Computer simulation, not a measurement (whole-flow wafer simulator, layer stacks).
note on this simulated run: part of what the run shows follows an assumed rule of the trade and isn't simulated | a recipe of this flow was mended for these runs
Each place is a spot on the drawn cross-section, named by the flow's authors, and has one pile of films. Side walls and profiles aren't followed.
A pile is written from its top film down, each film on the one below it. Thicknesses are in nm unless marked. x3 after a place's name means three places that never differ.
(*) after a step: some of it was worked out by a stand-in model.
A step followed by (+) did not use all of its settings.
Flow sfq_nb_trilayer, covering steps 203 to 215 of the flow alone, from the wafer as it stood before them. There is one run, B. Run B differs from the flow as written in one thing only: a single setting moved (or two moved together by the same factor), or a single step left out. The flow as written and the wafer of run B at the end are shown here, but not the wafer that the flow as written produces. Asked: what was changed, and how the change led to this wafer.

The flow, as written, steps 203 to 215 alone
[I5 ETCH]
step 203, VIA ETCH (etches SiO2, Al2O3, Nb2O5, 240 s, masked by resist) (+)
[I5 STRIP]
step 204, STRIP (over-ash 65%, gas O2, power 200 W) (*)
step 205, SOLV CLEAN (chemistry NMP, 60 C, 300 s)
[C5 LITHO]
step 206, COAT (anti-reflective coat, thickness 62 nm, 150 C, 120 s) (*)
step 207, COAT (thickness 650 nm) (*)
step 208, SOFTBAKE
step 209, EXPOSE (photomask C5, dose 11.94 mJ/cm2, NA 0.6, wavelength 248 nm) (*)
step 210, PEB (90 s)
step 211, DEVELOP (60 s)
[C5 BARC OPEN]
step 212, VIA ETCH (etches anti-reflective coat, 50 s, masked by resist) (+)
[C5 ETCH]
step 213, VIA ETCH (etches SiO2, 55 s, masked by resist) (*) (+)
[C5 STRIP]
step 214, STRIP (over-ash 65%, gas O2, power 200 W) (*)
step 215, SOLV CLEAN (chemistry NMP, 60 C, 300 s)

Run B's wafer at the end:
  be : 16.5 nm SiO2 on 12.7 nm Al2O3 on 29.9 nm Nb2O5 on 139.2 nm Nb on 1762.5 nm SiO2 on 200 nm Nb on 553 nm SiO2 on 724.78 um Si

What caused this: step 203, VIA ETCH: 132 s was run, while the flow as written has 240 s.

The path from the change to this, step by step:
  step 203, VIA ETCH (etches SiO2, Al2O3, Nb2O5, 240 s, masked by resist) (+)
      be: SiO2 loses 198 (it would be, as written: SiO2 loses 214.5 (all of it), Al2O3 loses 12.7 (all of it), Nb2O5 loses 29.9 (all of it), Nb loses 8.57)
      field_l, v_sur, via_wl and 102 more: KrF-resist-other-grade loses 132 (it would be, as written: KrF-resist-other-grade loses 240)
  step 204, STRIP (over-ash 65%, gas O2, power 200 W) (*)
      p4_fl x5, p4_w1 x9, p3_s0 x9, l0r_line_l x3, l0r_space_c x19, m0r_space_l x2: KrF-resist-other-grade loses 423.7 (all of it), anti-reflective coat loses 62 (all of it) (it would be, as written: KrF-resist-other-grade loses 315.7 (all of it), anti-reflective coat loses 62 (all of it))
      wl_b_sl, wl_b_m5, wl_b_sr and 14 more: KrF-resist-other-grade loses 423.6 (all of it), anti-reflective coat loses 62 (all of it) (it would be, as written: KrF-resist-other-grade loses 315.6 (all of it), anti-reflective coat loses 62 (all of it))
      (also at 41 further places)
  step 206, COAT (anti-reflective coat, thickness 62 nm, 150 C, 120 s) (*)
      be: anti-reflective coat gains 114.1 (new film) (it would be, as written: anti-reflective coat gains 124.3 (new film))
  step 207, COAT (thickness 650 nm) (*)
      be: KrF-resist-other-grade gains 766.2 (new film) (it would be, as written: KrF-resist-other-grade gains 815 (new film))
  step 214, STRIP (over-ash 65%, gas O2, power 200 W) (*)
      be: KrF-resist-other-grade loses 657.1 (all of it), anti-reflective coat loses 114.1 (all of it) (it would be, as written: KrF-resist-other-grade loses 705.8 (all of it), anti-reflective coat loses 124.3 (all of it))
